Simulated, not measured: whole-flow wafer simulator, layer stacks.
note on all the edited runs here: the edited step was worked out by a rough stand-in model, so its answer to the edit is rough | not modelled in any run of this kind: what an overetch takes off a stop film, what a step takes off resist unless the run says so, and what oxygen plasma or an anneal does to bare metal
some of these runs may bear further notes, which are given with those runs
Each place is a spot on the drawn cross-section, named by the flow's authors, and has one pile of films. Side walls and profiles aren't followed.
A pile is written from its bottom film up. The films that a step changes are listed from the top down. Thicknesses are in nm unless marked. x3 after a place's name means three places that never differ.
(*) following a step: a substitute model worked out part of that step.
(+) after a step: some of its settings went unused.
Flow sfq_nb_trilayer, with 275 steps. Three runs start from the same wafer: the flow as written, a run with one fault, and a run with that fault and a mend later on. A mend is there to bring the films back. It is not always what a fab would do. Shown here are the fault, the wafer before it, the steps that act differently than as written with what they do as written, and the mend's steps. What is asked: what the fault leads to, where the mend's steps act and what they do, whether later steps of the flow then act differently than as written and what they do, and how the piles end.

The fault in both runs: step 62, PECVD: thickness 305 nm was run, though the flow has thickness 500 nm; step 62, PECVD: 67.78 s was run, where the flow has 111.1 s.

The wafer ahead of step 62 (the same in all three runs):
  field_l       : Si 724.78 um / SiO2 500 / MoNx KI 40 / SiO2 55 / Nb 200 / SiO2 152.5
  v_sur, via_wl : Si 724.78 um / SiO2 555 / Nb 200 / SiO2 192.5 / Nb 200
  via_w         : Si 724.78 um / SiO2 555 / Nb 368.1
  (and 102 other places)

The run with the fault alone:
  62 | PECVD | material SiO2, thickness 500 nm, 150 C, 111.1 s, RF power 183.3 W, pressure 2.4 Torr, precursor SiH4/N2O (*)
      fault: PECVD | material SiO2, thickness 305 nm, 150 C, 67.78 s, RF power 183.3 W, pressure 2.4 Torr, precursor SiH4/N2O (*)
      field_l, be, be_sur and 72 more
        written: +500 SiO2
        fault: +305 SiO2
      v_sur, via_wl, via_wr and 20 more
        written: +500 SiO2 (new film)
        fault: +305 SiO2 (new film)
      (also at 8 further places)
  Steps later in the flow that act otherwise than as written (18 other steps are not shown; they differ only slightly, by no more than 2% or 0.5 nm, whichever is larger):
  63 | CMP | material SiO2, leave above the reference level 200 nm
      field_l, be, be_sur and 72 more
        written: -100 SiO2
        fault: nothing
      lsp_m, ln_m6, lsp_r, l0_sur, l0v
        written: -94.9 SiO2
        fault: nothing
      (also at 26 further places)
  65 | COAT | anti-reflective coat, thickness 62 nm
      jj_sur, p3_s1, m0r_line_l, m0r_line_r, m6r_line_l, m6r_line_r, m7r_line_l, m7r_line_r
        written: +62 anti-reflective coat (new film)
        fault: +63.5 anti-reflective coat (new film)
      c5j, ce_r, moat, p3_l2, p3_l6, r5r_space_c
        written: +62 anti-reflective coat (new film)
        fault: +63.3 anti-reflective coat (new film)
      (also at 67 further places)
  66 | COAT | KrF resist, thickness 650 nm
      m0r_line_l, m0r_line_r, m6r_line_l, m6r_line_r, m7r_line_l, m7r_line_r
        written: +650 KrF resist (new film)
        fault: +668.9 KrF resist (new film)
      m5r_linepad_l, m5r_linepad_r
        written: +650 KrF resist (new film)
        fault: +629 KrF resist (new film)
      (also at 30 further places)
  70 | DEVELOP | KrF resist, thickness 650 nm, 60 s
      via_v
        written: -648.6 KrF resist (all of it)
        fault: -614.3 KrF resist (all of it)
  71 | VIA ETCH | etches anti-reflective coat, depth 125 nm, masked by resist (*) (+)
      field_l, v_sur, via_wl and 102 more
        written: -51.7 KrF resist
        fault: -45.3 KrF resist
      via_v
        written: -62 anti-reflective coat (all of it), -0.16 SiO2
        fault: -54.4 anti-reflective coat (all of it), -0.14 SiO2
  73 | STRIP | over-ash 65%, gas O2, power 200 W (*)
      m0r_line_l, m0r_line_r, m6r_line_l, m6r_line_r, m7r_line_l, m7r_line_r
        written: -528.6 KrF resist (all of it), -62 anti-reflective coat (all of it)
        fault: -553.8 KrF resist (all of it), -63.5 anti-reflective coat (all of it)
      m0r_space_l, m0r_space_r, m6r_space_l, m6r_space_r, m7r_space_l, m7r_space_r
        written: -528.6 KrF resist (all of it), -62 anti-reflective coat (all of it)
        fault: -546.1 KrF resist (all of it), -75.1 anti-reflective coat (all of it)
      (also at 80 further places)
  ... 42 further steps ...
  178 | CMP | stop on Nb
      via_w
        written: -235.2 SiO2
        fault: -226.5 SiO2
  The piles end different from the flow's at via_w by more than 2% or 0.5 nm, whichever is larger.
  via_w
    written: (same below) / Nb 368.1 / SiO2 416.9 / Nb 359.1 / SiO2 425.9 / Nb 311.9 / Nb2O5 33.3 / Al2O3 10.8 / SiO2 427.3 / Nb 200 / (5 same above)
    fault: (same below) / Nb 368.1 / SiO2 253.8 / Nb 173.4 / SiO2 122.1 / Nb 90.1 / SiO2 344 / Nb 161.3 / SiO2 189.6 / Nb 110.8 / Nb2O5 34.6 / Al2O3 10.1 / SiO2 495.5 / Nb 200 / (5 same above)

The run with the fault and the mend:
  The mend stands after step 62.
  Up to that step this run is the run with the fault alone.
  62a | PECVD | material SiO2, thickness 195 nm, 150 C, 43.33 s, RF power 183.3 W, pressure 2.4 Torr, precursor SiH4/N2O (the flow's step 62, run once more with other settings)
      field_l, v_sur, via_wl and 102 more
        +195 SiO2
      via_w
        +173.8 SiO2
  Steps later in the flow that act otherwise than as written:
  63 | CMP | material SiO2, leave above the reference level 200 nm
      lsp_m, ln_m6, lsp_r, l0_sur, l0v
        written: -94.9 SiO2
        mend: -100 SiO2
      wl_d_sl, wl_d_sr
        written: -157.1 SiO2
        mend: -100 SiO2
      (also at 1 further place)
  The piles end the same as the flow's at every place that both follow.
